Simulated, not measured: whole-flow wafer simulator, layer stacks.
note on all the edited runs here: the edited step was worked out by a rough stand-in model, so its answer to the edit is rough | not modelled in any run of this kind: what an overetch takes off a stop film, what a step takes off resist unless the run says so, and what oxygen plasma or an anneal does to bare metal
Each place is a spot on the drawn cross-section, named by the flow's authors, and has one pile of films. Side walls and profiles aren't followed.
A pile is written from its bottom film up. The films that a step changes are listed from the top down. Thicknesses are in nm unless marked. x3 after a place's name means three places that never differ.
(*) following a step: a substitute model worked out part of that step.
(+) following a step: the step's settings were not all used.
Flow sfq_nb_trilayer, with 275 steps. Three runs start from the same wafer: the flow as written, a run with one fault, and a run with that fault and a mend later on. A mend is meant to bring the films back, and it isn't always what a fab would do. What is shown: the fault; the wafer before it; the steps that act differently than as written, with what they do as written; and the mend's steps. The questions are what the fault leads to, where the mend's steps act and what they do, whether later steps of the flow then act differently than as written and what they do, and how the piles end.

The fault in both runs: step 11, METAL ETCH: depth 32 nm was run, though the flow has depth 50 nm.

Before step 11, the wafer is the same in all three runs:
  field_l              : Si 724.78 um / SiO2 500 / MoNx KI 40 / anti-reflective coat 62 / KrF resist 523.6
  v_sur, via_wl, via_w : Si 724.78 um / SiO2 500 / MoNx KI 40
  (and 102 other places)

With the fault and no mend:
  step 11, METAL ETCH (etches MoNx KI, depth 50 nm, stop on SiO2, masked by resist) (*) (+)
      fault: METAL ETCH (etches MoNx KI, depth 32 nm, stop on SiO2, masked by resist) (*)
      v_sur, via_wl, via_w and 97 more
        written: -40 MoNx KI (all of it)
        fault: -32 MoNx KI
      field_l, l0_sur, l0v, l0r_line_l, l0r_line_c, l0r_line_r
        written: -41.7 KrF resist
        fault: -26.7 KrF resist
  Steps further on in the flow that do not act as written (8 other steps are not shown; they differ only slightly, by no more than 2% or 0.5 nm, whichever is larger):
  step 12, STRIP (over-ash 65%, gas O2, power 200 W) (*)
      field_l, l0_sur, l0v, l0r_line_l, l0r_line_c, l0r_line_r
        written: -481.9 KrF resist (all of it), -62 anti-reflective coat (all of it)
        fault: -496.9 KrF resist (all of it), -62 anti-reflective coat (all of it)
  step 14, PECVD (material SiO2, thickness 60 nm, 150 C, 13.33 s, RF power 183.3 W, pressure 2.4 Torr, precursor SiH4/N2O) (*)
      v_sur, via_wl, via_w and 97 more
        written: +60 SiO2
        fault: +60 SiO2 (new film)
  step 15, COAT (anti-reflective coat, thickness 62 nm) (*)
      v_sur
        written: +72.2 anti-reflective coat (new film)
        fault: +70.2 anti-reflective coat (new film)
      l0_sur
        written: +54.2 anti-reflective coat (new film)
        fault: +55.6 anti-reflective coat (new film)
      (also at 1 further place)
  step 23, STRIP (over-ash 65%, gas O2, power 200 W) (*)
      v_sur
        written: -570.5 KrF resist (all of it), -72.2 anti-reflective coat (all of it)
        fault: -568.2 KrF resist (all of it), -70.2 anti-reflective coat (all of it)
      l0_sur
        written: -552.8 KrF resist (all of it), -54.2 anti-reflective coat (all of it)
        fault: -554.3 KrF resist (all of it), -55.6 anti-reflective coat (all of it)
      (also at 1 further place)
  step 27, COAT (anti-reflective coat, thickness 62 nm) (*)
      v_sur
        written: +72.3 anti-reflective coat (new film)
        fault: +70.3 anti-reflective coat (new film)
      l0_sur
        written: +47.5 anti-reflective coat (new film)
        fault: +48.6 anti-reflective coat (new film)
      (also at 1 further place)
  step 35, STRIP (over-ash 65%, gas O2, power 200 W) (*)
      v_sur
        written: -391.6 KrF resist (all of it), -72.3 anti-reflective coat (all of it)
        fault: -389.6 KrF resist (all of it), -70.3 anti-reflective coat (all of it)
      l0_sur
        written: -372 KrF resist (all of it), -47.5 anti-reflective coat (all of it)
        fault: -373.9 KrF resist (all of it), -48.6 anti-reflective coat (all of it)
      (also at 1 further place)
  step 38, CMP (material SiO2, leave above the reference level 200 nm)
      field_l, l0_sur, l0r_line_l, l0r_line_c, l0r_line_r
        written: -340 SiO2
        fault: -332 SiO2
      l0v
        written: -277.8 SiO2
        fault: -269.8 SiO2
  The piles end different from the flow's at v_sur, via_wl, via_w and 97 more by more than 2% or 0.5 nm, whichever is larger.
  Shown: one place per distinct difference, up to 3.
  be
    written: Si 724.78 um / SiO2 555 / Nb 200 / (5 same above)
    fault: Si 724.78 um / SiO2 500 / MoNx KI 8 / SiO2 55 / Nb 200 / (5 same above)
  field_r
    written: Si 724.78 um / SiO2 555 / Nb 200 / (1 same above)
    fault: Si 724.78 um / SiO2 500 / MoNx KI 8 / SiO2 55 / Nb 200 / (1 same above)
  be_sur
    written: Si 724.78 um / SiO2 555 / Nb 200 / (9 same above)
    fault: Si 724.78 um / SiO2 500 / MoNx KI 8 / SiO2 55 / Nb 200 / (9 same above)

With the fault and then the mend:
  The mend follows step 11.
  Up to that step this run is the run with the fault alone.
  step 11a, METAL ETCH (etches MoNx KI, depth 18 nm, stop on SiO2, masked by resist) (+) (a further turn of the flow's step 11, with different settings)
      v_sur, via_wl, via_w and 97 more
        -8 MoNx KI (all of it)
      field_l, l0_sur, l0v, l0r_line_l, l0r_line_c, l0r_line_r
        -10 KrF resist
  Later steps of the flow that are run all act as written at every place that is followed, up to a difference of at most 2% or 0.5 nm, whichever is larger.
  By the end, the piles equal the flow's at every place that both follow.
